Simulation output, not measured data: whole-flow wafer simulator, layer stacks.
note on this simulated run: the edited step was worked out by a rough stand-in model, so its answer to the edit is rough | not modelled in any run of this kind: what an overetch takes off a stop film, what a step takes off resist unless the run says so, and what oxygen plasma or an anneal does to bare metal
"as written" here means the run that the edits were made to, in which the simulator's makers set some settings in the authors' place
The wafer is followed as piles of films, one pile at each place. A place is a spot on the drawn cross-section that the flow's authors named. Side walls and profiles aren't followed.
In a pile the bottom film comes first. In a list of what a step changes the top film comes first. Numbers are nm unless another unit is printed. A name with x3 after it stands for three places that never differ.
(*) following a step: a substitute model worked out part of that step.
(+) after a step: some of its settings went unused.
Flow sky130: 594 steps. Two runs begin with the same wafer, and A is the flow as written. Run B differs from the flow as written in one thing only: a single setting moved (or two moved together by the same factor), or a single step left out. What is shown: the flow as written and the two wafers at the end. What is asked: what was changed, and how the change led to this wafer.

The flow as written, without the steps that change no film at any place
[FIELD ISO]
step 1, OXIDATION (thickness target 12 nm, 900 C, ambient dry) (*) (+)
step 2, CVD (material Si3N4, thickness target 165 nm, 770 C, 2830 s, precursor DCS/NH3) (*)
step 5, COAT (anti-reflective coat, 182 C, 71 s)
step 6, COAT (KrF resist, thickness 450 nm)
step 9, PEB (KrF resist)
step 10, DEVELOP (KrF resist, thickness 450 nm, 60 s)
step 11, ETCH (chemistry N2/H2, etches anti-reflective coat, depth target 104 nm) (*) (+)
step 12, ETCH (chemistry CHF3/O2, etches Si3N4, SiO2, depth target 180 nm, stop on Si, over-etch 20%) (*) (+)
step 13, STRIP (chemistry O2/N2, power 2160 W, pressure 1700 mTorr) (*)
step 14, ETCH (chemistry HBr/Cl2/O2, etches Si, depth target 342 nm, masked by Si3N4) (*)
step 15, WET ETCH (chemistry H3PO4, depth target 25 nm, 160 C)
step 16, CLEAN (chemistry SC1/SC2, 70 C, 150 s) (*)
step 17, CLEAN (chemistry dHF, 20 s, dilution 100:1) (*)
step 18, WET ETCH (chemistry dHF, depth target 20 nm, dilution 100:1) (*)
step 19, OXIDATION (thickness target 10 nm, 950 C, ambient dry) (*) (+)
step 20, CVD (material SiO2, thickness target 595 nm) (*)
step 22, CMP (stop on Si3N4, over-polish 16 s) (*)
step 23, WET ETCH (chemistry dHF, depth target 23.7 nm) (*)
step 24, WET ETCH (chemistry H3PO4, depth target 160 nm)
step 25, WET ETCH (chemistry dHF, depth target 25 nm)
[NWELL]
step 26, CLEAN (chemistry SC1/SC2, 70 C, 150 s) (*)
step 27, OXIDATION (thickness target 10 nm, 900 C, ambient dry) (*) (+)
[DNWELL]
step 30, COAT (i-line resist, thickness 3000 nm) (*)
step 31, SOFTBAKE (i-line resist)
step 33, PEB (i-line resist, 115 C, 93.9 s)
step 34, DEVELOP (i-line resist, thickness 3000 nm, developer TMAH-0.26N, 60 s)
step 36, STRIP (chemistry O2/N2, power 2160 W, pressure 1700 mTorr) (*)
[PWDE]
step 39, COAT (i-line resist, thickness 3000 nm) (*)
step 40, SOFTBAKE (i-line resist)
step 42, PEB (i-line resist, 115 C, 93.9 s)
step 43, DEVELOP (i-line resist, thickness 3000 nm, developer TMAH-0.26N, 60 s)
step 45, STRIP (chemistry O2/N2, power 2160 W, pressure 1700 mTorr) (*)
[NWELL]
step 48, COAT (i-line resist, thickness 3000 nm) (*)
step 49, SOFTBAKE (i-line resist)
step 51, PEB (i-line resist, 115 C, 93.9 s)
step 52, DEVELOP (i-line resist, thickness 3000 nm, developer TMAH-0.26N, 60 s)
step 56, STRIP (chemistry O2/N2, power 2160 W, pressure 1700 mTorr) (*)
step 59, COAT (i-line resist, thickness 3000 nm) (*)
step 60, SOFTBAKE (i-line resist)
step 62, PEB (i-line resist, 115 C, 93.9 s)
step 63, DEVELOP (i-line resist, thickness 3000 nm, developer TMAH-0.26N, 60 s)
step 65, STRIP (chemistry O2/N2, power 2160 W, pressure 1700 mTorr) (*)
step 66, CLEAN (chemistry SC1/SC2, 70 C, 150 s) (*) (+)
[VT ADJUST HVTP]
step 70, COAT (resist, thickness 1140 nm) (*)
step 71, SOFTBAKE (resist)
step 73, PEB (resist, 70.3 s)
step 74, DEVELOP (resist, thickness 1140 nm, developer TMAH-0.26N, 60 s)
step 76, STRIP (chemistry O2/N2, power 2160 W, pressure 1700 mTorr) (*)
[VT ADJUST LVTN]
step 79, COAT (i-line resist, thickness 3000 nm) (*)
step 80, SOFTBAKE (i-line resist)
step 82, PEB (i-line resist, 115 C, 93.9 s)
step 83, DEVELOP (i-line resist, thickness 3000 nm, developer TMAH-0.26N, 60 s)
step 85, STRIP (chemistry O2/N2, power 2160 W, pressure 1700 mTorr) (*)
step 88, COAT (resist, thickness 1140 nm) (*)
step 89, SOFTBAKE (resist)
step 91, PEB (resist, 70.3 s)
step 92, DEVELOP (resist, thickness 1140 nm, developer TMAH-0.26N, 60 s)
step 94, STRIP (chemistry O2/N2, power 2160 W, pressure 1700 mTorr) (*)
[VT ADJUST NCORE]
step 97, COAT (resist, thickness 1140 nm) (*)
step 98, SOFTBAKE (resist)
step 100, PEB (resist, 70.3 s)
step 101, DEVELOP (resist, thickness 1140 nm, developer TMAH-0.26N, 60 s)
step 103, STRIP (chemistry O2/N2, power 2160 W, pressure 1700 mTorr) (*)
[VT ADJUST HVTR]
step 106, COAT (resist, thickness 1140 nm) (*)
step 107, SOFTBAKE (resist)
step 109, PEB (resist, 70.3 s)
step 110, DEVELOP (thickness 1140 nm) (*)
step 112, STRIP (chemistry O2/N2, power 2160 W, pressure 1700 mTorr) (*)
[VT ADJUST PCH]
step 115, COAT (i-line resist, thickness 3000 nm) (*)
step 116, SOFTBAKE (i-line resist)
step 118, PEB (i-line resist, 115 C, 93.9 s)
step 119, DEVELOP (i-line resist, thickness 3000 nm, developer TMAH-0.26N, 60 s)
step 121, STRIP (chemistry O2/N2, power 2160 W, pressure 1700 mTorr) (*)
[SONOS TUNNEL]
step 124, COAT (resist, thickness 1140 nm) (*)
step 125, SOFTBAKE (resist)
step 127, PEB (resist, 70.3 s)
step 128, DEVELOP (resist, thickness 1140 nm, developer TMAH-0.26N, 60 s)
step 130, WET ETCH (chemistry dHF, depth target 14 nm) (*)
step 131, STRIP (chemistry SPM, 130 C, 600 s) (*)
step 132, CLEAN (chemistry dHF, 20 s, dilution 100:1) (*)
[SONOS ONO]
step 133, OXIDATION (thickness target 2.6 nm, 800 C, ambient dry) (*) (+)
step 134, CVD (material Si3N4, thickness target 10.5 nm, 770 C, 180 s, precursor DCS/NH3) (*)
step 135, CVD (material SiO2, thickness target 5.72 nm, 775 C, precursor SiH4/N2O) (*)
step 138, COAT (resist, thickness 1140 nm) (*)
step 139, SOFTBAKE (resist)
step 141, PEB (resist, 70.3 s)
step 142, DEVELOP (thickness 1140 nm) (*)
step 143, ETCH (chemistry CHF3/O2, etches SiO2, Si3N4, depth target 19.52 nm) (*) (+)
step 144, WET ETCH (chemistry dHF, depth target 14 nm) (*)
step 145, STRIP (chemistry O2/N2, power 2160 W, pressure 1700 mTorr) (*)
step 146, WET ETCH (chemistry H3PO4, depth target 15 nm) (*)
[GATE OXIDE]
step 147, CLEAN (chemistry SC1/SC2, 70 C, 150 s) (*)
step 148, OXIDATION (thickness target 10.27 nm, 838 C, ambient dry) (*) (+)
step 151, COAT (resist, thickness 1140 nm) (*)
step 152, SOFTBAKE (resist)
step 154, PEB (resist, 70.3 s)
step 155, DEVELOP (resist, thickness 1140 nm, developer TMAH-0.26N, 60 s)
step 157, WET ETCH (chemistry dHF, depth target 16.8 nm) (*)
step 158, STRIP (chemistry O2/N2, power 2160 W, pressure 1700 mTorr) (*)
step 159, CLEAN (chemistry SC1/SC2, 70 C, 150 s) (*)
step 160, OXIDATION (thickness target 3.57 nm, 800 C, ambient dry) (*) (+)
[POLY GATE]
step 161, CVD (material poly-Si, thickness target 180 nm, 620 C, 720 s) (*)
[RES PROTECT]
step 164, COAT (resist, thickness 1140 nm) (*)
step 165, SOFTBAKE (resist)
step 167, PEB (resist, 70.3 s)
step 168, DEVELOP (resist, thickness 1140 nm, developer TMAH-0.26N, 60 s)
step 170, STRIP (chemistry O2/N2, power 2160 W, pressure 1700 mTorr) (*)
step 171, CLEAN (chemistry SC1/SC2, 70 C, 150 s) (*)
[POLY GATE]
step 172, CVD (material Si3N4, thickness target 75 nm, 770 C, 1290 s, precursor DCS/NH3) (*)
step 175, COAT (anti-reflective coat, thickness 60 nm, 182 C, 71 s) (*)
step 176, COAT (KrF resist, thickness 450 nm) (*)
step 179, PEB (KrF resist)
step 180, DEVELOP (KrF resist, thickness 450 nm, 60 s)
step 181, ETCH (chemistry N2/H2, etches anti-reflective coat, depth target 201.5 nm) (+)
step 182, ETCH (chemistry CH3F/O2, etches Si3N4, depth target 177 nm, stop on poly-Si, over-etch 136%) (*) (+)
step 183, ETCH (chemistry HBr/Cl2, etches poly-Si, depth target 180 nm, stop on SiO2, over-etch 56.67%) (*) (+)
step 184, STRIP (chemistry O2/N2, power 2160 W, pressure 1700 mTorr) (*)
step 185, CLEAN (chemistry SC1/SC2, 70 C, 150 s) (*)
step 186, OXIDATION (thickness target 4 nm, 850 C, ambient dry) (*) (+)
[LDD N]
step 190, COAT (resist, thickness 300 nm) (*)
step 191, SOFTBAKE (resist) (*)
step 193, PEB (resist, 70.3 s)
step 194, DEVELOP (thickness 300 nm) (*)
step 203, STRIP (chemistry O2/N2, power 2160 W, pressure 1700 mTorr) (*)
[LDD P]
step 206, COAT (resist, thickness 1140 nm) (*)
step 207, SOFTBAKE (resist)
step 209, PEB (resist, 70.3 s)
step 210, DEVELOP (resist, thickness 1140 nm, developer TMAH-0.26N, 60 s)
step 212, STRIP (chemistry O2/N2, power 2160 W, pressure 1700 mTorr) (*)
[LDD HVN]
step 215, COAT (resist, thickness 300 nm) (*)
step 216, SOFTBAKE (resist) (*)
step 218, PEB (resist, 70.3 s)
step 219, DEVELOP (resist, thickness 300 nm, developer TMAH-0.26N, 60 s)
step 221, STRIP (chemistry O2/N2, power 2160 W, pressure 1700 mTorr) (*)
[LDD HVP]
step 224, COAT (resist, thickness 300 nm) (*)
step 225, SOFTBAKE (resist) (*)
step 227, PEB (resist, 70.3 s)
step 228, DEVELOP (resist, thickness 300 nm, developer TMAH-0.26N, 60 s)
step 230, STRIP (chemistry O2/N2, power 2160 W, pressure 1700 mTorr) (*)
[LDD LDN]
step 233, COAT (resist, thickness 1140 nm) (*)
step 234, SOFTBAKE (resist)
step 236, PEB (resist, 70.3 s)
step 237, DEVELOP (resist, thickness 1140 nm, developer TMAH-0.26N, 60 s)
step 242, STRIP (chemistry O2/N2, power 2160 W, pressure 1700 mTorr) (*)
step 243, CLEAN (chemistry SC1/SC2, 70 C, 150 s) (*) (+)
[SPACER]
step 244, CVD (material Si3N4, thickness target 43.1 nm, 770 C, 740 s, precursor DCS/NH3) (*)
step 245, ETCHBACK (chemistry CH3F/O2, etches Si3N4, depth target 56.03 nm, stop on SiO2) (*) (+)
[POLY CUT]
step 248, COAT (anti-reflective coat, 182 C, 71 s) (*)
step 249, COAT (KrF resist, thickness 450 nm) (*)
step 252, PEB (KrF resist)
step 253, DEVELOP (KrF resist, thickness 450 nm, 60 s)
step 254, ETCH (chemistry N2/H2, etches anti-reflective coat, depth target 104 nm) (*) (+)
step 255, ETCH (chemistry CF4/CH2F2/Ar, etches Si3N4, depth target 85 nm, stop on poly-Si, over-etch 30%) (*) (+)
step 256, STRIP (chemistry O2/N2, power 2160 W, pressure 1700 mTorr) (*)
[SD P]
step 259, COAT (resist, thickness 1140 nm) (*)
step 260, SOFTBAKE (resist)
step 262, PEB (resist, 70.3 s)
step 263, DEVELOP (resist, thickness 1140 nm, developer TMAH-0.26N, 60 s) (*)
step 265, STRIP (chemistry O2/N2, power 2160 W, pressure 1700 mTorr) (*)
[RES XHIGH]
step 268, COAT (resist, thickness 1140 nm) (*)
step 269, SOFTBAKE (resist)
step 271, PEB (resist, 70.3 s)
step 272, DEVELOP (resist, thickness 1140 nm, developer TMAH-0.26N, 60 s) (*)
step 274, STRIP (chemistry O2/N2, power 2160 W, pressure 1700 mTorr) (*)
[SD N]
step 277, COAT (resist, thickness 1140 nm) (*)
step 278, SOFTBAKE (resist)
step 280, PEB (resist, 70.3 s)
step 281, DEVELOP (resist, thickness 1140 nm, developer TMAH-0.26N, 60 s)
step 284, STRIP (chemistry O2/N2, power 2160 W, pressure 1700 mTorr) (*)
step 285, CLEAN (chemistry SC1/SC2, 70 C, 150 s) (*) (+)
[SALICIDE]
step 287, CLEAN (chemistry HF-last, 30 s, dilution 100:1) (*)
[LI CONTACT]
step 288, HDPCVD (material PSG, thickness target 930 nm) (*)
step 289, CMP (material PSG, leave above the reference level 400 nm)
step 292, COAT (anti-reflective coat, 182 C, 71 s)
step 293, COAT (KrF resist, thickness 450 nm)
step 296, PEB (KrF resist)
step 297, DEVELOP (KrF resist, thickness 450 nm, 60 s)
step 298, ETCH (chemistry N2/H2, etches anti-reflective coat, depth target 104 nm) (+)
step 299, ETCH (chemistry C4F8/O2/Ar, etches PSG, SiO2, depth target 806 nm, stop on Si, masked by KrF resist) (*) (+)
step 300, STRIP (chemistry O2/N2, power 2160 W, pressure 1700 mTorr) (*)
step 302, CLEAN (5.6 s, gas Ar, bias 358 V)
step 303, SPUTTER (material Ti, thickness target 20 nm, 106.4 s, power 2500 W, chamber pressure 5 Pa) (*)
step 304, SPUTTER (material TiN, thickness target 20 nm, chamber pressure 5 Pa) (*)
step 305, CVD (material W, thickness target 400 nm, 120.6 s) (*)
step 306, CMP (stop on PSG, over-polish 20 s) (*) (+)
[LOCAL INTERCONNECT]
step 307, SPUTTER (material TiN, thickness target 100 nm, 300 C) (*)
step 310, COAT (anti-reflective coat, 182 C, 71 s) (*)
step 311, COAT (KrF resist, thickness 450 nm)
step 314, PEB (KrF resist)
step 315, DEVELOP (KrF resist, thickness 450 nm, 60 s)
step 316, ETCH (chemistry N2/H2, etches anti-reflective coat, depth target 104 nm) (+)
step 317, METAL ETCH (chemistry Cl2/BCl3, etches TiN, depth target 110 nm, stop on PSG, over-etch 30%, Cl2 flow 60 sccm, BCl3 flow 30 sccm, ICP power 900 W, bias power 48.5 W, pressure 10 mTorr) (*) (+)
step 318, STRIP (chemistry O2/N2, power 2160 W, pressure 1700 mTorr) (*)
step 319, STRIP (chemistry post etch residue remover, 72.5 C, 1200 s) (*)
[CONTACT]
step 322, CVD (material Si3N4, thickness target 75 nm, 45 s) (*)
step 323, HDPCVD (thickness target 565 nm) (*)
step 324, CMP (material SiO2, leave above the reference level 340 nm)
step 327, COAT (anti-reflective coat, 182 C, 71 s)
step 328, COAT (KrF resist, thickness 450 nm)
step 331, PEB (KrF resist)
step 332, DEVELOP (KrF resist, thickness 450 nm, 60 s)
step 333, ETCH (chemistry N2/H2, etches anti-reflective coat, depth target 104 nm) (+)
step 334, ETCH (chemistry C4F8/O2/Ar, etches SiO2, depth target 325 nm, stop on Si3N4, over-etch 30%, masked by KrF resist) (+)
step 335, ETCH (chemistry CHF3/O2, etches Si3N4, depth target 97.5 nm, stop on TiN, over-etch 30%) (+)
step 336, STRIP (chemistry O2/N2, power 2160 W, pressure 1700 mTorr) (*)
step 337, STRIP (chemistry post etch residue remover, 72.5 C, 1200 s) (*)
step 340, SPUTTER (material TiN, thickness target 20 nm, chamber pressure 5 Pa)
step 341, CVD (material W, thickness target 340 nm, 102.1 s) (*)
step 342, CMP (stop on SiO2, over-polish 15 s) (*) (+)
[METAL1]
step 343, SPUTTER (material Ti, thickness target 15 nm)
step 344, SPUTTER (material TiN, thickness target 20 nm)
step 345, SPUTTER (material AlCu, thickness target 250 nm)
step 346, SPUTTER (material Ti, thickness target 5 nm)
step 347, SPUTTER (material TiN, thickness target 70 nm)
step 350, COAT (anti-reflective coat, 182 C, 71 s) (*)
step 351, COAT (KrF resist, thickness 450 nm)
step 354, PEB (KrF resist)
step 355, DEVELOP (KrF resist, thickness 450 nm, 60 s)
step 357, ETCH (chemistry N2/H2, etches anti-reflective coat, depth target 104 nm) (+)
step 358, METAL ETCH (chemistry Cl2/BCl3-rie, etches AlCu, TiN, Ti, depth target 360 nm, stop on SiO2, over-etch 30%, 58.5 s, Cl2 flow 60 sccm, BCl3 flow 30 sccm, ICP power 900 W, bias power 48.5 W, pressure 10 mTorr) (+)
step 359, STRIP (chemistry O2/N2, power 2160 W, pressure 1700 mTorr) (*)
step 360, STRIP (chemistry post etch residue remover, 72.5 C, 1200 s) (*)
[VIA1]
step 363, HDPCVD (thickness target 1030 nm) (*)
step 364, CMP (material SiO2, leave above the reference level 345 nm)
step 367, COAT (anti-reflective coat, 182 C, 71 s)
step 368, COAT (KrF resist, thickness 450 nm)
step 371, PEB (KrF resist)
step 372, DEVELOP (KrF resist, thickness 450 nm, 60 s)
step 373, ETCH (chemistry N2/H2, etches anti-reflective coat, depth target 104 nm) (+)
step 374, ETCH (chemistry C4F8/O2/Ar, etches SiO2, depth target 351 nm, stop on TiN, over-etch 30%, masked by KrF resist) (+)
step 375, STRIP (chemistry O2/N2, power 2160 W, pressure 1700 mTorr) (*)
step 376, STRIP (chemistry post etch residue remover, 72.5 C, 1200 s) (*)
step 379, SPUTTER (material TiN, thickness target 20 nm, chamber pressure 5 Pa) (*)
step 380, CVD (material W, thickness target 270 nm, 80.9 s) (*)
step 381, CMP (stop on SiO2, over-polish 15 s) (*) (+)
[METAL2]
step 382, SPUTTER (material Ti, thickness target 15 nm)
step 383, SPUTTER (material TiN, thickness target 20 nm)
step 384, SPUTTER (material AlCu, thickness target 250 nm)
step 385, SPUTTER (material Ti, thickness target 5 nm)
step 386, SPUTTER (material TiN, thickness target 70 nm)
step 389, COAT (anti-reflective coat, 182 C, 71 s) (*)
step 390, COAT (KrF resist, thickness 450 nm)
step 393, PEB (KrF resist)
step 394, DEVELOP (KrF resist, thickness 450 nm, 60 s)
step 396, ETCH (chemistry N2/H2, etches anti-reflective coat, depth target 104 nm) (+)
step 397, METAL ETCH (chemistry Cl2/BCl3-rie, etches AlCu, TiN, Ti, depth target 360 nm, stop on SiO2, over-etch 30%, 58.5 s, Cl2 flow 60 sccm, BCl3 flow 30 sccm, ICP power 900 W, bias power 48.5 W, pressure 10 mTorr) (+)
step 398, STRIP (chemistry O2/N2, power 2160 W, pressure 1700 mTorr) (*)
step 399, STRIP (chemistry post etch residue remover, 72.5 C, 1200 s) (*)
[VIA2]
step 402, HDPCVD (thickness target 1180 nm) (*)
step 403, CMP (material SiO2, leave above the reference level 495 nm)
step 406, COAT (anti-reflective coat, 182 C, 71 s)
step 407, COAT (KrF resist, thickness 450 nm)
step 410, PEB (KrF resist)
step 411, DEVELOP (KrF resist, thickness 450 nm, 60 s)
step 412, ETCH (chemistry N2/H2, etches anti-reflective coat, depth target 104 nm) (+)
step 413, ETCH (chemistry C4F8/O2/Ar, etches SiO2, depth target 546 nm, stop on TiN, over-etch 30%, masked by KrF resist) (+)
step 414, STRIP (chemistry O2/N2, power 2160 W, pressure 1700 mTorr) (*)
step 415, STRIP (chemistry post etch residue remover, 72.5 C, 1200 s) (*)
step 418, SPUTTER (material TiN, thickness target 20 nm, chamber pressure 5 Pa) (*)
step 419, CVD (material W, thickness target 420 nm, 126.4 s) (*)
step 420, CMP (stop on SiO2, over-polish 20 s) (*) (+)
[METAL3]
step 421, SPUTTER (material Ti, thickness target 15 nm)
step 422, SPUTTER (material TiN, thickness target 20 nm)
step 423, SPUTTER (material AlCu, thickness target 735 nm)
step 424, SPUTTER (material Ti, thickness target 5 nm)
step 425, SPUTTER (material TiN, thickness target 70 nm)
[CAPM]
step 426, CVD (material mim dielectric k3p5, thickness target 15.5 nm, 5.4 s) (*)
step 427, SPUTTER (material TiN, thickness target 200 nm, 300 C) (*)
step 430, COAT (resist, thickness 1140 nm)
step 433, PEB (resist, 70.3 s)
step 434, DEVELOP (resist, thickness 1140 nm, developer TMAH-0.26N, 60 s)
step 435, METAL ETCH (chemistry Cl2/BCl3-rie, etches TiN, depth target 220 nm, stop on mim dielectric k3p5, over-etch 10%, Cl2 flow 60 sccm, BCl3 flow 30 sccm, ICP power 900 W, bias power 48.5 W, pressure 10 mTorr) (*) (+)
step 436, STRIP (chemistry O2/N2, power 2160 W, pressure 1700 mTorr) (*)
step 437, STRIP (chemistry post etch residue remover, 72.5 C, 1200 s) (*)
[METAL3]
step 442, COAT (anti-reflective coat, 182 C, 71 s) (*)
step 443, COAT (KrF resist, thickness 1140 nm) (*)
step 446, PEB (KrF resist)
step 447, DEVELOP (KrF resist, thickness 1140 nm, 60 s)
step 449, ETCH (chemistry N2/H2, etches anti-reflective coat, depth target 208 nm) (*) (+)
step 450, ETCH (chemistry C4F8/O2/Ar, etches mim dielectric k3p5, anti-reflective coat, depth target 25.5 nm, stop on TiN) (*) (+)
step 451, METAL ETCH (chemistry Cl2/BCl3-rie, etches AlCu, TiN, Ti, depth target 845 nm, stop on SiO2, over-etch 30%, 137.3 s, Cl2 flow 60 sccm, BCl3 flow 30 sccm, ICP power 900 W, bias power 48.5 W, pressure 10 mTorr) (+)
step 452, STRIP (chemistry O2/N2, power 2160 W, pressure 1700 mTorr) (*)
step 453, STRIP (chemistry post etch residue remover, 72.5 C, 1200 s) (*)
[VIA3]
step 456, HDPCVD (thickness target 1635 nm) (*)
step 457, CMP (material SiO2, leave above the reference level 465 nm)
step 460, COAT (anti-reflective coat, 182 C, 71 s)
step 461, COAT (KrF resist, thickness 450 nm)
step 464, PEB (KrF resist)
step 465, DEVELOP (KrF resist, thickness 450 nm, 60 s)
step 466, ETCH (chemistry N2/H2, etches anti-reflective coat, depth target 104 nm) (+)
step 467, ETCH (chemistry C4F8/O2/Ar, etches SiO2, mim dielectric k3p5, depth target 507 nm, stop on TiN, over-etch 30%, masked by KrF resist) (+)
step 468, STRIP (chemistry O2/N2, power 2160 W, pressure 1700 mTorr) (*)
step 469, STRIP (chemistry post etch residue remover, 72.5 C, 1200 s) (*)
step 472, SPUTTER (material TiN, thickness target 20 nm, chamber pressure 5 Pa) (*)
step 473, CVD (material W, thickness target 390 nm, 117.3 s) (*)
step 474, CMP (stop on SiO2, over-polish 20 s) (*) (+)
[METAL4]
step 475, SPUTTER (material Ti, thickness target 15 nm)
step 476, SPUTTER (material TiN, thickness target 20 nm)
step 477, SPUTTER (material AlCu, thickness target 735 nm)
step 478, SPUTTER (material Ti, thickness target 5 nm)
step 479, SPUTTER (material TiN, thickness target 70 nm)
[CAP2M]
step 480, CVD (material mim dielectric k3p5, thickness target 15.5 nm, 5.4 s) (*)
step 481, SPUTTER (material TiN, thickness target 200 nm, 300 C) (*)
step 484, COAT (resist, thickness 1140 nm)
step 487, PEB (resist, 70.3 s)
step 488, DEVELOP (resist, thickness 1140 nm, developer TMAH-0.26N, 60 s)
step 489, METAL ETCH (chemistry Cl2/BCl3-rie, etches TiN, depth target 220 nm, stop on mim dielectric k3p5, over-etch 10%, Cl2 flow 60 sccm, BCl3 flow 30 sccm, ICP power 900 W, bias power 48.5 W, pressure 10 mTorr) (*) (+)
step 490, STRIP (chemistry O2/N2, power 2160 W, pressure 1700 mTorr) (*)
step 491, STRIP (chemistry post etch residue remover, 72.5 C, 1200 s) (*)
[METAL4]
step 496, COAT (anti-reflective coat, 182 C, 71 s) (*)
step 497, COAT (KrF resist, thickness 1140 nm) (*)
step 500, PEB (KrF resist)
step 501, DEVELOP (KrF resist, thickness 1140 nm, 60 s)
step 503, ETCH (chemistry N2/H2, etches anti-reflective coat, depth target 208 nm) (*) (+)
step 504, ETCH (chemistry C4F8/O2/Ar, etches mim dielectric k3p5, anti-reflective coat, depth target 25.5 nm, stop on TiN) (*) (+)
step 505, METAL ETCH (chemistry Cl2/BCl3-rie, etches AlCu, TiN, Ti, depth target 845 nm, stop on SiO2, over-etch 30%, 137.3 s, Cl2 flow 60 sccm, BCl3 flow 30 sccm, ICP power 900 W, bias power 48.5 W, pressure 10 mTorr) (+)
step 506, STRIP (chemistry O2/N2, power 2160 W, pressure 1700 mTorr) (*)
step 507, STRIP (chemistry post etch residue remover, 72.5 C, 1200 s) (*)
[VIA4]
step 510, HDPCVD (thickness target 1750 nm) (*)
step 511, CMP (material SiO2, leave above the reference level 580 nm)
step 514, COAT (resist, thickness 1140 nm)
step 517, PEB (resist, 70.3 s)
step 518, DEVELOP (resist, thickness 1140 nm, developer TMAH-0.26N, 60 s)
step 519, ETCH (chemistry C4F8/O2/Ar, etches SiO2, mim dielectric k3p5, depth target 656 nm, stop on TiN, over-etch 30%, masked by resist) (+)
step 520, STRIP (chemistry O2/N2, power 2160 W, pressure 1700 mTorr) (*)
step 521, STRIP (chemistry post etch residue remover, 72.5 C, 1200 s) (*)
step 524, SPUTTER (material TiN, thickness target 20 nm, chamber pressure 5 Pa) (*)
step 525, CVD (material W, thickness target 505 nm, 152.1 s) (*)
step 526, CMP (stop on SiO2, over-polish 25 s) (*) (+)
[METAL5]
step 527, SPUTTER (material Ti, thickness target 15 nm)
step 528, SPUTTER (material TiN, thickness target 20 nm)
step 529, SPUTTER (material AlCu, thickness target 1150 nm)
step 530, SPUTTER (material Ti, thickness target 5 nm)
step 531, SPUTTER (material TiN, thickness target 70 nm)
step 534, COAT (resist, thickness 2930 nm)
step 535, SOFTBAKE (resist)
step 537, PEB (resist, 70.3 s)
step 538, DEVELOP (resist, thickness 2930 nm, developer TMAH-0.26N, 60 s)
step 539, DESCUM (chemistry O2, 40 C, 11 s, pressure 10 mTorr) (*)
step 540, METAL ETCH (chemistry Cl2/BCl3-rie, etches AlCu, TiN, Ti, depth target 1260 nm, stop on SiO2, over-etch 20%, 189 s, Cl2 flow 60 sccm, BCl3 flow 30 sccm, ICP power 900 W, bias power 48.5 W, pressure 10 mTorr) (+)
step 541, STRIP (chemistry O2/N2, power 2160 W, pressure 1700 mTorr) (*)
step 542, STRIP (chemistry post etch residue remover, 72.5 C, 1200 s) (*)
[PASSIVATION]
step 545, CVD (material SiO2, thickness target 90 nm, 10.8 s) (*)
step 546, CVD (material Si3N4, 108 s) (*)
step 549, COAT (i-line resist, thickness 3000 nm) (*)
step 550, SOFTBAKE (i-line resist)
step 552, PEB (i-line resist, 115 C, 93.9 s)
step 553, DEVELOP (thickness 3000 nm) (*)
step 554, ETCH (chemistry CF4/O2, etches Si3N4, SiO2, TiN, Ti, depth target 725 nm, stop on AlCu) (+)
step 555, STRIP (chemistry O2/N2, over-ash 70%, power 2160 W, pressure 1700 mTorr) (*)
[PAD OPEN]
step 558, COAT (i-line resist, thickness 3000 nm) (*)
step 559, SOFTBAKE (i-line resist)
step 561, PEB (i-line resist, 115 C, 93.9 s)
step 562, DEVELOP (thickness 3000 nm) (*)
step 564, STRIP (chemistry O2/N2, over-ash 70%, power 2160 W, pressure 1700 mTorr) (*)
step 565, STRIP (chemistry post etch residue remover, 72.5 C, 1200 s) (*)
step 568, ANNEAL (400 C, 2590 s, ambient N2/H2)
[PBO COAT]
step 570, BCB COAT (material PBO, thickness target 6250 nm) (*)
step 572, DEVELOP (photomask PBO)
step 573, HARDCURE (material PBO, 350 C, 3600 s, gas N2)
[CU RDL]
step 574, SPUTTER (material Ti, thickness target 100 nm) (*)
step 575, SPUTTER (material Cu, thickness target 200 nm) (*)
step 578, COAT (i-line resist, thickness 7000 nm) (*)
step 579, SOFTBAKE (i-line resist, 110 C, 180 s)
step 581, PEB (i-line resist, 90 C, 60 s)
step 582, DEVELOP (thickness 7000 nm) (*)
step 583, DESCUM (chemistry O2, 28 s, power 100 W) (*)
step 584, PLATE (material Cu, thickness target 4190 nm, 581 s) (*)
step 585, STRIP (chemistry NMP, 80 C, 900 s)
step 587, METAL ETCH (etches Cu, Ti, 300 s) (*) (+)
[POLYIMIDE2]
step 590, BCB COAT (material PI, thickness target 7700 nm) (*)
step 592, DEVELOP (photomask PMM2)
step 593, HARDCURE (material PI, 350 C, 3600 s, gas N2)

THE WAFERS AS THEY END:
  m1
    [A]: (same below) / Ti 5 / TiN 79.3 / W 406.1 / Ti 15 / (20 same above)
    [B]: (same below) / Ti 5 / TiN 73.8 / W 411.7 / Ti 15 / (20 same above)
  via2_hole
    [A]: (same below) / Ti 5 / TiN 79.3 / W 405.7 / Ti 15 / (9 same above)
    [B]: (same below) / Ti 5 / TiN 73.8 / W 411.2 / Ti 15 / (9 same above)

The reason: step 418, SPUTTER: thickness target 9 nm was run, while the flow as written has thickness target 20 nm.

The path from the change to this, step by step:
  step 418, SPUTTER (material TiN, thickness target 20 nm, chamber pressure 5 Pa) (*)
      field, active, n_well and 186 more: A TiN gains 20 (new film) | B TiN gains 9 (new film)
      m1: A TiN gains 10.2 | B TiN gains 4.6
      (and at 1 other place as well)
  step 420, CMP (stop on SiO2, over-polish 20 s) (*) (+)
      field, active, n_well and 186 more: A W loses 420 (all of it), TiN loses 20 (all of it), SiO2 loses 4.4 | B W loses 420 (all of it), TiN loses 9 (all of it), SiO2 loses 4.4
      m1, via2_hole: A W loses 445 | B W loses 434
